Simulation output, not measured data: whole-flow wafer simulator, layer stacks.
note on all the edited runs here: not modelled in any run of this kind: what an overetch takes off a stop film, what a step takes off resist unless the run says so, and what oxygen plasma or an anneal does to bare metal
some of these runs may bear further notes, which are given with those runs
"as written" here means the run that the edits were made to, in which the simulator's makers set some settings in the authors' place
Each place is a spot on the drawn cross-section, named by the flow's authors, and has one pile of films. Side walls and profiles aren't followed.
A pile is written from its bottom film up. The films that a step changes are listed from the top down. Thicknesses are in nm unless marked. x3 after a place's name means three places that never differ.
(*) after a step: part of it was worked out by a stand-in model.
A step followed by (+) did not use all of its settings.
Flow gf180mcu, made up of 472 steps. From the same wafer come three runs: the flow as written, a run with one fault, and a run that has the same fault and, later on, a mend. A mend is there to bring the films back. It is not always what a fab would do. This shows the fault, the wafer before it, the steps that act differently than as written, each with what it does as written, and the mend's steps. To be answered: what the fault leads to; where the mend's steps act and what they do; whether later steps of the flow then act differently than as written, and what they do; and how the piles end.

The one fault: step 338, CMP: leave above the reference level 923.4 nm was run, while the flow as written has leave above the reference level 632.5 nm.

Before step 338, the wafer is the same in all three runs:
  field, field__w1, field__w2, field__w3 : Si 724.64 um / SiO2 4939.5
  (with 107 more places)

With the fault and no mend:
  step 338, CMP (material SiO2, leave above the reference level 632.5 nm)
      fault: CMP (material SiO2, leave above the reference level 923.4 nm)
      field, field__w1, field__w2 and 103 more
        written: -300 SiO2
        fault: -9.1 SiO2
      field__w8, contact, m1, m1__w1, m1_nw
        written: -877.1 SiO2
        fault: -586.2 SiO2
  Later steps of the flow acting differently than as written:
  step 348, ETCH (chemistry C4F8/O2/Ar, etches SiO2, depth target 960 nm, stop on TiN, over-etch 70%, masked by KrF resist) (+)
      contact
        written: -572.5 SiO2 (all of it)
        fault: -863.4 SiO2 (all of it)
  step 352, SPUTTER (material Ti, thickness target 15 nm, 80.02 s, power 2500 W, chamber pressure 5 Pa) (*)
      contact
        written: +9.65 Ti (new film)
        fault: +8.16 Ti (new film)
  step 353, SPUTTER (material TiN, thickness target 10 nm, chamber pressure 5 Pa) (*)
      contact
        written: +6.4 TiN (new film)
        fault: +5.4 TiN (new film)
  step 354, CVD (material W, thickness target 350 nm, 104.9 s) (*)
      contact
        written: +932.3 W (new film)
        fault: +1225.7 W (new film)
  At field, field__w1, field__w2 and 109 more, the piles at the end differ from the flow's by more than 2% or 0.5 nm, whichever is larger.
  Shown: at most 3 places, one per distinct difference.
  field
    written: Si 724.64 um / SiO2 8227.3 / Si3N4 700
    fault: Si 724.64 um / SiO2 8518.2 / Si3N4 700
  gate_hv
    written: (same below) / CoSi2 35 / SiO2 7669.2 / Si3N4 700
    fault: (same below) / CoSi2 35 / SiO2 7960.1 / Si3N4 700
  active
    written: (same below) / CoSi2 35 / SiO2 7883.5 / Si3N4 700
    fault: (same below) / CoSi2 35 / SiO2 8174.4 / Si3N4 700

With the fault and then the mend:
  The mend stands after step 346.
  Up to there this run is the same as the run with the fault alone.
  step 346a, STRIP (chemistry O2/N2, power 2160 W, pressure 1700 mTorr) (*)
      field, field__w1, field__w2 and 107 more
        -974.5 KrF resist (all of it), -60 anti-reflective coat (all of it)
      contact
        -60 anti-reflective coat (all of it)
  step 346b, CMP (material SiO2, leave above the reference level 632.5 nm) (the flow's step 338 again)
      field, field__w1, field__w2 and 108 more
        -290.9 SiO2
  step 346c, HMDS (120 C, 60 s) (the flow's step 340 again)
      does not change any film at any place that is followed
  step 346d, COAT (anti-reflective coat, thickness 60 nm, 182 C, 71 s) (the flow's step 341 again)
      field, field__w1, field__w2 and 108 more
        +60 anti-reflective coat (new film)
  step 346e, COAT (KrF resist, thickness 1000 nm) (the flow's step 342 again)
      field, field__w1, field__w2 and 108 more
        +1000 KrF resist (new film)
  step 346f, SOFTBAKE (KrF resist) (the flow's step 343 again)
      does not change any film at any place that is followed
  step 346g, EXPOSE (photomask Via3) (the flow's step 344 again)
      does not change any film at any place that is followed
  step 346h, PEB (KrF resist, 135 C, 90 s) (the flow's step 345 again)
      field, field__w1, field__w2 and 108 more
        -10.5 KrF resist
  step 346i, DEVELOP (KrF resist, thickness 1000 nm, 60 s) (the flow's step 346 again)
      field, field__w1, field__w2 and 107 more
        -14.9 KrF resist
      contact
        -989.5 KrF resist (all of it)
  Later steps of the flow that are run all act as written at every place that is followed.
  The piles end the same as the flow's at every place that both follow.
